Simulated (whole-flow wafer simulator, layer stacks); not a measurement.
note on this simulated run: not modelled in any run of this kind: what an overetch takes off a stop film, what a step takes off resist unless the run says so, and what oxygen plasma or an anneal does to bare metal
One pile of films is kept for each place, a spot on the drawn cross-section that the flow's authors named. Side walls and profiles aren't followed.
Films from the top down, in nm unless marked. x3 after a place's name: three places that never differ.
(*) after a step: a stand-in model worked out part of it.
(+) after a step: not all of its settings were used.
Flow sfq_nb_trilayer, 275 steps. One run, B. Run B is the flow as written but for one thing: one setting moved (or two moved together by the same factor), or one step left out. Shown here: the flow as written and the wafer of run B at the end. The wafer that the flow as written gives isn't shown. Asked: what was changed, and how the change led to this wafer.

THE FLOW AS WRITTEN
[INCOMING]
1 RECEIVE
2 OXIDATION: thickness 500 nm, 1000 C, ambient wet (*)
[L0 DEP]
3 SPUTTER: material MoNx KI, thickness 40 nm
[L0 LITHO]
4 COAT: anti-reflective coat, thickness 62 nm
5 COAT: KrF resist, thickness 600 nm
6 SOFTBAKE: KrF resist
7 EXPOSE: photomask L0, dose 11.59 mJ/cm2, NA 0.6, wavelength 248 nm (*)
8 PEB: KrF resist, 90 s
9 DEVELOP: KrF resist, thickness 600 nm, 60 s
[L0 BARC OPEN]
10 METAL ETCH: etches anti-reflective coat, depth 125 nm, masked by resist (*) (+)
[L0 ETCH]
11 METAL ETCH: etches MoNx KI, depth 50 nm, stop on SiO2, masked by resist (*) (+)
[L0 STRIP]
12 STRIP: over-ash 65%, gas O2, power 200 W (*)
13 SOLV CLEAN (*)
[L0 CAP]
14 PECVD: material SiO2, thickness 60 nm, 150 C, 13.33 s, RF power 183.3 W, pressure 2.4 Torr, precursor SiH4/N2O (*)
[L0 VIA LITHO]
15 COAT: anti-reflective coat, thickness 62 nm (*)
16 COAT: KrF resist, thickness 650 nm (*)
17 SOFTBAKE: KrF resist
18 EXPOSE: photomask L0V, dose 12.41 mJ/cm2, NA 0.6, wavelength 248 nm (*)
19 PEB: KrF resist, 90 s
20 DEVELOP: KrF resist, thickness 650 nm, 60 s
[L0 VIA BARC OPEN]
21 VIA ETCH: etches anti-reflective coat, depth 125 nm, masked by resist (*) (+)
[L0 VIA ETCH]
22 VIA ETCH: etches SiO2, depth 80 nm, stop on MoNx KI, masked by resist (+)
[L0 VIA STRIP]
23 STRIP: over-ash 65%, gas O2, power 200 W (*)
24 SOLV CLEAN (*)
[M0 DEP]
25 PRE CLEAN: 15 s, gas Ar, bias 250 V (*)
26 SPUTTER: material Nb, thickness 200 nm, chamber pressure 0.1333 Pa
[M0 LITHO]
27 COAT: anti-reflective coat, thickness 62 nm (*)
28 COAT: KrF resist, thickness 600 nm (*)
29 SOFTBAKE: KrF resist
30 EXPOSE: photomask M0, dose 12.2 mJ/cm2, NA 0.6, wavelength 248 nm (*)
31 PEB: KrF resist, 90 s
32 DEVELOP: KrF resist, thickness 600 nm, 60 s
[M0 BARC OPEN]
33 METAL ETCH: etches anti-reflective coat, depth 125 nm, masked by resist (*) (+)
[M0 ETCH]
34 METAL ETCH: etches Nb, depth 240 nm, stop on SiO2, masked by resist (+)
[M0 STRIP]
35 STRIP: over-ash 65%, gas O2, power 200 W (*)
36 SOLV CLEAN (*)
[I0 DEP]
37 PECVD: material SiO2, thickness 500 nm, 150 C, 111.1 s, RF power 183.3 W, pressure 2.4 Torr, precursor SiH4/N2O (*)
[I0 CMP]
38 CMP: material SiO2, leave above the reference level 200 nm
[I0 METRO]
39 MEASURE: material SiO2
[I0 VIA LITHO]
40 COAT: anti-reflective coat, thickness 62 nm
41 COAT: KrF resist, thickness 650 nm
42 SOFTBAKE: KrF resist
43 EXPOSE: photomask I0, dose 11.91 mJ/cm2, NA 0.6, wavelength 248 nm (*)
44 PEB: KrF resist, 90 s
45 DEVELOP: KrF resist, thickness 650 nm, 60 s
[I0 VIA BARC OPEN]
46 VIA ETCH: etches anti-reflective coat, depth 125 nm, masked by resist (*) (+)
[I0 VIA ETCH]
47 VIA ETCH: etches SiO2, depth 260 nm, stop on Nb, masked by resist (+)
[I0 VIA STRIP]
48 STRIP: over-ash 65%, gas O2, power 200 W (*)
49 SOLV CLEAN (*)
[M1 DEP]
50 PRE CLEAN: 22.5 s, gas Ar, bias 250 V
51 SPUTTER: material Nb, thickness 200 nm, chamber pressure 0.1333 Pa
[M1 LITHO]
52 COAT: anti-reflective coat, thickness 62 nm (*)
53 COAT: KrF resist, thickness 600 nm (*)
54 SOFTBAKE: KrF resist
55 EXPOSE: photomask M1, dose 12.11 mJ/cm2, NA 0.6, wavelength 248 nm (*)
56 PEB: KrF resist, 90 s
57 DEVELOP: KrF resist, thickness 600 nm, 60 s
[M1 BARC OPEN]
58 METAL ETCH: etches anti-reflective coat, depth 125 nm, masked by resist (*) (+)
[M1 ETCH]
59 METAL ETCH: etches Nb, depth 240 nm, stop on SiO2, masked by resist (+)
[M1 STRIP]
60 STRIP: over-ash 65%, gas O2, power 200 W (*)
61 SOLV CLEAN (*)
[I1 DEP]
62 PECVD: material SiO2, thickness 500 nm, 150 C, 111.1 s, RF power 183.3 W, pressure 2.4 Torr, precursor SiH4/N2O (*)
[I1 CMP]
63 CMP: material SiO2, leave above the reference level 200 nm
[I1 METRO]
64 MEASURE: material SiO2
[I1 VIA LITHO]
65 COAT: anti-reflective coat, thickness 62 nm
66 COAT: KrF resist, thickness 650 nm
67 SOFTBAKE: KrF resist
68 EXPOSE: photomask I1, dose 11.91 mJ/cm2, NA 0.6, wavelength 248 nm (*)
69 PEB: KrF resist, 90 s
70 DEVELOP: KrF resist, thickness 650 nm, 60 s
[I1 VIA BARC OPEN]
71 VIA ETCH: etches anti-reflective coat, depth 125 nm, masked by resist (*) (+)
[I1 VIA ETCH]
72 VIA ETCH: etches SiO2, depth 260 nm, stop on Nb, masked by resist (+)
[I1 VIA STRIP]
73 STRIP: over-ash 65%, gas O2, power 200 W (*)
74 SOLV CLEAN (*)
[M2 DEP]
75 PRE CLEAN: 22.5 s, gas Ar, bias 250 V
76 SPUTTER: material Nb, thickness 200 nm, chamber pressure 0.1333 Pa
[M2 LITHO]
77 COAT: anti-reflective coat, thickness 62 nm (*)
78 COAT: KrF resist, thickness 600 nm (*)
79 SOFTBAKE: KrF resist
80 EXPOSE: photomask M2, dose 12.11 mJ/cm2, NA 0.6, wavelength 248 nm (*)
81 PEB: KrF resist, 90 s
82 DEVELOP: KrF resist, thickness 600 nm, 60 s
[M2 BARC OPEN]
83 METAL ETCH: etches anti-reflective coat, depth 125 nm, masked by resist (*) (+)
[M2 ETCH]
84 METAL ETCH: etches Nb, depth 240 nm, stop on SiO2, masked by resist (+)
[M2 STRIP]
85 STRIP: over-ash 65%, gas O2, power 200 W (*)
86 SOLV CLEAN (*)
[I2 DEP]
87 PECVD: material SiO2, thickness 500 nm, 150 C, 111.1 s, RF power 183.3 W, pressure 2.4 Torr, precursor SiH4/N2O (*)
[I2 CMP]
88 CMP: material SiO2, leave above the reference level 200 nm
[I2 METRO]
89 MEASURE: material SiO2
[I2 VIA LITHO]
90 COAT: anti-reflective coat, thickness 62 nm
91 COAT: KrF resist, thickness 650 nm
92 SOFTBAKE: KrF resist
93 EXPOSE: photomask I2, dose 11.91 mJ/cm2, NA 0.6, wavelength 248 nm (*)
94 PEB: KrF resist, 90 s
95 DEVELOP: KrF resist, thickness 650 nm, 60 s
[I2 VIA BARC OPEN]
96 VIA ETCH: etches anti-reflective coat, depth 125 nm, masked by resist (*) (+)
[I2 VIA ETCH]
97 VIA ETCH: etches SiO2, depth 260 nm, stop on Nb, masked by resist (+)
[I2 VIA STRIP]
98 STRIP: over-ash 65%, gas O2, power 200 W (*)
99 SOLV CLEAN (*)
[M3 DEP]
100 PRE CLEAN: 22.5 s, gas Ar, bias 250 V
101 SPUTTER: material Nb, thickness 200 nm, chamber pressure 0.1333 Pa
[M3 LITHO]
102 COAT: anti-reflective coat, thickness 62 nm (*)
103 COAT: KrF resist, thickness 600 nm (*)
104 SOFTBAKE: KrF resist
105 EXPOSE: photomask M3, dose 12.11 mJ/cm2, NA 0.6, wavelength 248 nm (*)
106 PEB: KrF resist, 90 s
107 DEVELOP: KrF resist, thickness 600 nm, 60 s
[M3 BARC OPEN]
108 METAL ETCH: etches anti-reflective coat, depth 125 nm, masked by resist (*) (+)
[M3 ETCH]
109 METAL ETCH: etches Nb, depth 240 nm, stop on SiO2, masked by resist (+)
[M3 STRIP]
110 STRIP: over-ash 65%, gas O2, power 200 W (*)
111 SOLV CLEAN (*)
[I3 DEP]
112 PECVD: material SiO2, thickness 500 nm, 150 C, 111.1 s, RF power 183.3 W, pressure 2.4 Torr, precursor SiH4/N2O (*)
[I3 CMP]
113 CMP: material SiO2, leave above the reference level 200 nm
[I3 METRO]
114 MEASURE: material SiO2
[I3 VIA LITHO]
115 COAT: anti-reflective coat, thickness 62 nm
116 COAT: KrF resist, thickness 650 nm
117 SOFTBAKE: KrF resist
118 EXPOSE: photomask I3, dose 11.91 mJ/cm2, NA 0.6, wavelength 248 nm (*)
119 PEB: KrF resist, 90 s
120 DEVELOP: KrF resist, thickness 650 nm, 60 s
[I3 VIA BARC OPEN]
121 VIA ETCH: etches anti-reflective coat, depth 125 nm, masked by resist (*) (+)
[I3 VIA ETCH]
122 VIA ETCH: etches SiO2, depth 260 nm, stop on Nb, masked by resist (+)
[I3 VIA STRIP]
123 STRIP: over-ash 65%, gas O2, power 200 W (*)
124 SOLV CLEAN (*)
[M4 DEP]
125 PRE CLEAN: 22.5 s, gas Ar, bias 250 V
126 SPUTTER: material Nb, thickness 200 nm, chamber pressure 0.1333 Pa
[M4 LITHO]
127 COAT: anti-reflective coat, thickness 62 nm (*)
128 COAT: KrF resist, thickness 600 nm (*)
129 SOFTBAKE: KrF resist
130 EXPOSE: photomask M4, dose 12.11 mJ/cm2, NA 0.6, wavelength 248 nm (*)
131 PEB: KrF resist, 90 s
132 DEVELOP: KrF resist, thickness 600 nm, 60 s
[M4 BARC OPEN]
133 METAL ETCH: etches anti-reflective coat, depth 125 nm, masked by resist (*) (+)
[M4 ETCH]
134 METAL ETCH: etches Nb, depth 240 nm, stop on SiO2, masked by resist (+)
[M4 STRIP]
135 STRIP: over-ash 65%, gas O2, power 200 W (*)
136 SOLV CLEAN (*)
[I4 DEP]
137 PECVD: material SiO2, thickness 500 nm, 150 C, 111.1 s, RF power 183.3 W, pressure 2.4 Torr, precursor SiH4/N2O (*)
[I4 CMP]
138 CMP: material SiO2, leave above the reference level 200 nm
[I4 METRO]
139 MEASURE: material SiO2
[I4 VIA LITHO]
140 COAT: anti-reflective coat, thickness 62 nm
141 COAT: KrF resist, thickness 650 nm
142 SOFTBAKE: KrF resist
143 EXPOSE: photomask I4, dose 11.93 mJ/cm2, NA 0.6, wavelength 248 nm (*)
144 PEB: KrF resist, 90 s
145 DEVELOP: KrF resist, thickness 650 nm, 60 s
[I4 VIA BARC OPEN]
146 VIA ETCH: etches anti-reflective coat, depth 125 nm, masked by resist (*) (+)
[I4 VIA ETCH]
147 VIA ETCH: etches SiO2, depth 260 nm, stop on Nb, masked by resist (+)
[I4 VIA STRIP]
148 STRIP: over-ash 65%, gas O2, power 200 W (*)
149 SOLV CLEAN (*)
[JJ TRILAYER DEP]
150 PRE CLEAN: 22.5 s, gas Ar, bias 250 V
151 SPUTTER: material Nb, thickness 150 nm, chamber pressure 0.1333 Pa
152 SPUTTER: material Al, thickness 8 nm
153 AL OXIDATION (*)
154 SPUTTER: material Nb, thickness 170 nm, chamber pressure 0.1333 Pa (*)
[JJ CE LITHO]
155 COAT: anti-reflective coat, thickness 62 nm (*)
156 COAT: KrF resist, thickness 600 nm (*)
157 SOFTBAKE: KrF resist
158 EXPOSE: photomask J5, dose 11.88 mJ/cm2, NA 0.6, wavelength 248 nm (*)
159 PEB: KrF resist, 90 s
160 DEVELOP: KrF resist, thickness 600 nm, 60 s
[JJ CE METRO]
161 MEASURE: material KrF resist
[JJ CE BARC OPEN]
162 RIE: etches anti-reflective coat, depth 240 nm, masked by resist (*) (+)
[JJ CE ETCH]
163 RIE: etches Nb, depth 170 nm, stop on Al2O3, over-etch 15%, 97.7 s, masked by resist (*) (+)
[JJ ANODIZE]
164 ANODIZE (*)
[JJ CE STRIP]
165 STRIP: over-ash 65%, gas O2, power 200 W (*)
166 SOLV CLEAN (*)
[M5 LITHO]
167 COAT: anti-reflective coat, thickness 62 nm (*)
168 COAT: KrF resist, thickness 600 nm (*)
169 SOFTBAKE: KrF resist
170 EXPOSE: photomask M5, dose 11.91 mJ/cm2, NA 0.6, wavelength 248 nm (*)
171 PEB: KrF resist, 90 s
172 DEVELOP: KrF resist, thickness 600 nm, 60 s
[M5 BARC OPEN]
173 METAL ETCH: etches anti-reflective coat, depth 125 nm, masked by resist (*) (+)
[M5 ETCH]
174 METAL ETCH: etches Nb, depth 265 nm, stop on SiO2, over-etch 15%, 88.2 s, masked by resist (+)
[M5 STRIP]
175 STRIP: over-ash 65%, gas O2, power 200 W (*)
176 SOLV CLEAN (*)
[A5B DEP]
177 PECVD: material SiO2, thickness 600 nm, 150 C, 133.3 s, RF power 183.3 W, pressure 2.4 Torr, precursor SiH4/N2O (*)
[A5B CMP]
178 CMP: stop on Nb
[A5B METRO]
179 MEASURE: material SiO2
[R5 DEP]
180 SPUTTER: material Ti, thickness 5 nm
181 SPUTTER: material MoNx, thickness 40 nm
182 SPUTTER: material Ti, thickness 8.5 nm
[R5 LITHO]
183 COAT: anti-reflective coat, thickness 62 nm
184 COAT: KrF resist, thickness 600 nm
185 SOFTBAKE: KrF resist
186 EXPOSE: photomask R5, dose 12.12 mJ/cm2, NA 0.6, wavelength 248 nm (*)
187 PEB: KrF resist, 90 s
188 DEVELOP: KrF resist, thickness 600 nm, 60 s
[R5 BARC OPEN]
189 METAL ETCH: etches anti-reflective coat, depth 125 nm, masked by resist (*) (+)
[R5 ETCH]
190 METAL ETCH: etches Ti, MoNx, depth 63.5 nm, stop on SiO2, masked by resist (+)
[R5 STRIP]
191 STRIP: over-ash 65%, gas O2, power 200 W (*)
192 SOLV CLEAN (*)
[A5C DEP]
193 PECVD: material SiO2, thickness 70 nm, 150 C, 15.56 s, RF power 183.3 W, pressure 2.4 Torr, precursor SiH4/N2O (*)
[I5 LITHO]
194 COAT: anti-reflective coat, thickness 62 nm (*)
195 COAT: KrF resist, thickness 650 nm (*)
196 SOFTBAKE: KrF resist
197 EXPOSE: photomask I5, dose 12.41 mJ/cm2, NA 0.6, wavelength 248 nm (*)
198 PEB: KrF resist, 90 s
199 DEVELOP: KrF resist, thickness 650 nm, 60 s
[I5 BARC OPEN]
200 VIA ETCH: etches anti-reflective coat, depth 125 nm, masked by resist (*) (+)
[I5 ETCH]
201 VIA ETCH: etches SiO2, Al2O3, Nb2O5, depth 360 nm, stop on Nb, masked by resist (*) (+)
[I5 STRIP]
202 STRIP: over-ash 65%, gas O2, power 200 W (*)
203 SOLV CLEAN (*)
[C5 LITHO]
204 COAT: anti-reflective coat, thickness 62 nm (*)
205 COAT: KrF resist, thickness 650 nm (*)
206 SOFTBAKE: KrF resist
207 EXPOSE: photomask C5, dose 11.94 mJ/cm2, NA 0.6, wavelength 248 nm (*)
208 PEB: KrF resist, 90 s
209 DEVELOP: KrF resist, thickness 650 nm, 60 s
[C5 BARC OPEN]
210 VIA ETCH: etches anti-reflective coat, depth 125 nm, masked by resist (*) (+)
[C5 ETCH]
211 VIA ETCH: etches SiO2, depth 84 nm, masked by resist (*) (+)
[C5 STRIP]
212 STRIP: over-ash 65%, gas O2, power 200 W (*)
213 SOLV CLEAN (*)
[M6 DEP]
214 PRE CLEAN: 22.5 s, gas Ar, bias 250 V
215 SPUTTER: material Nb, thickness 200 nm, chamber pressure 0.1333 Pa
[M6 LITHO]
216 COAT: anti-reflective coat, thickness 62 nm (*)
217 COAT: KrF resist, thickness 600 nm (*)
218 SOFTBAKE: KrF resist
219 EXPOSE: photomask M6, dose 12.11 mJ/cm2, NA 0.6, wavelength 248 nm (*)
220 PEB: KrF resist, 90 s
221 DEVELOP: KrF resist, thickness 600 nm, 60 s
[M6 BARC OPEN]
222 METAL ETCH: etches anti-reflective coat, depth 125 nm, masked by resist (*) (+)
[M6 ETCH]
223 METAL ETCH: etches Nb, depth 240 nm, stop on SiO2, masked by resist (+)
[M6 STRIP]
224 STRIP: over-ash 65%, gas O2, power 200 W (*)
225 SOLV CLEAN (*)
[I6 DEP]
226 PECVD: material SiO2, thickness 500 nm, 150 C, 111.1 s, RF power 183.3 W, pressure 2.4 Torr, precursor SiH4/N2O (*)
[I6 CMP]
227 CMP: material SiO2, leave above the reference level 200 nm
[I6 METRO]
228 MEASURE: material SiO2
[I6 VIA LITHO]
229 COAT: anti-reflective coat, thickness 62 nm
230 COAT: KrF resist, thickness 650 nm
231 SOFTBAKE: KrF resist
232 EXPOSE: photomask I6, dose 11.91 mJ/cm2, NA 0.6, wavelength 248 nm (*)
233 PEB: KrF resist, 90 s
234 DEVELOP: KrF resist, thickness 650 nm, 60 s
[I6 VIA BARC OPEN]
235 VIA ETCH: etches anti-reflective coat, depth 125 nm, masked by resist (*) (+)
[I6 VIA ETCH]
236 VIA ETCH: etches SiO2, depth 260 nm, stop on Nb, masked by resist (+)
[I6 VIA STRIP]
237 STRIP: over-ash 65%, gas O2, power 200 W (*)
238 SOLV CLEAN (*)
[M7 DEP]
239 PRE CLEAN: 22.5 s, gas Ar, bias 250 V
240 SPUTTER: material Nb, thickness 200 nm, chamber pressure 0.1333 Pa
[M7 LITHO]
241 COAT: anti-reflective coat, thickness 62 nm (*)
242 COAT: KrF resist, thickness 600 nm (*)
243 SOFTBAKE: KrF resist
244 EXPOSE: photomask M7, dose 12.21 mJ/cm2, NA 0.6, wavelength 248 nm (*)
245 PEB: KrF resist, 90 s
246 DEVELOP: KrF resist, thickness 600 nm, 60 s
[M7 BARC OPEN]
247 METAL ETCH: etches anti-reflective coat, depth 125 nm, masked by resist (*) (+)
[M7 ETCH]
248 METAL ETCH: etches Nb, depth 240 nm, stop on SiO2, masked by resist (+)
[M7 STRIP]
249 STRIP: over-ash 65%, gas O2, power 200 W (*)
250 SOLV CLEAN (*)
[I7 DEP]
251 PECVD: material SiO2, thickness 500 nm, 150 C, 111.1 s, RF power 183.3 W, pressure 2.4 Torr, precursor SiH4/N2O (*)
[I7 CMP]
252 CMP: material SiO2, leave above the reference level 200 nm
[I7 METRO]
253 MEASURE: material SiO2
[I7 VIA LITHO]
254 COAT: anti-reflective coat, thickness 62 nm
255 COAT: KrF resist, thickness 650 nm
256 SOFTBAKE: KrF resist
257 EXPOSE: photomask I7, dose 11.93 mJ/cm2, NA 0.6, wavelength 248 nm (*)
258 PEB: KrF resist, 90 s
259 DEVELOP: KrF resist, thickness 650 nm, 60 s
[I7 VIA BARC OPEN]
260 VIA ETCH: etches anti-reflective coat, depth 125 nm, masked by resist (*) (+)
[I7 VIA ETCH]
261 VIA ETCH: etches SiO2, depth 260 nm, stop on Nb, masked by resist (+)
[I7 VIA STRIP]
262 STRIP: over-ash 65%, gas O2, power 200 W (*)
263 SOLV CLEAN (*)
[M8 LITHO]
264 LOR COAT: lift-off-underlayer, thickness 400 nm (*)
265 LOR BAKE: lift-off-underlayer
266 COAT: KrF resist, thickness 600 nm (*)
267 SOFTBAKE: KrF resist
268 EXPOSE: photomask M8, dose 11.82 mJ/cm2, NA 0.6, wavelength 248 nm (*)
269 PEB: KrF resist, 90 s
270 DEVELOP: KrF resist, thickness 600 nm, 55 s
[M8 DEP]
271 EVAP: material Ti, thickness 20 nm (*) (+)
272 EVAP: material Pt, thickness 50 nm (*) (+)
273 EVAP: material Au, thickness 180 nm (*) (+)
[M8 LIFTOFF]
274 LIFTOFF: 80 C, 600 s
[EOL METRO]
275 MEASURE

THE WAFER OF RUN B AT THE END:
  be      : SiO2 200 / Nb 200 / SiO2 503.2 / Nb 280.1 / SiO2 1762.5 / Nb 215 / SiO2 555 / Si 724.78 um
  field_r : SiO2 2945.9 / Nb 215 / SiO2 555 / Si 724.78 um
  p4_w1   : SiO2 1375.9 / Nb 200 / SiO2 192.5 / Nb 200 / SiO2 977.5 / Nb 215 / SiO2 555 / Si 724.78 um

The cause: step 26, SPUTTER: thickness 215 nm was run, where the flow has thickness 200 nm.
It can be read off the wafer: be has Nb 215, and step 26 as written asks for 200 nm.

How the change led to this, step by step:
  26 SPUTTER: material Nb, thickness 200 nm, chamber pressure 0.1333 Pa
      field_l, v_sur, via_wl and 102 more: Nb +215 (new film) (as written it would be: Nb +200 (new film))
      l0v: Nb +210.7 (new film) (as written it would be: Nb +195.7 (new film))
  34 METAL ETCH: etches Nb, depth 240 nm, stop on SiO2, masked by resist (+)
      moat, m0r_space_l, m0r_space_r: Nb -215 (all of it) (as written it would be: Nb -200 (all of it))
  37 PECVD: material SiO2, thickness 500 nm, 150 C, 111.1 s, RF power 183.3 W, pressure 2.4 Torr, precursor SiH4/N2O (*)
      moat, m0r_space_l, m0r_space_r: SiO2 +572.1 (as written it would be: SiO2 +557.1)
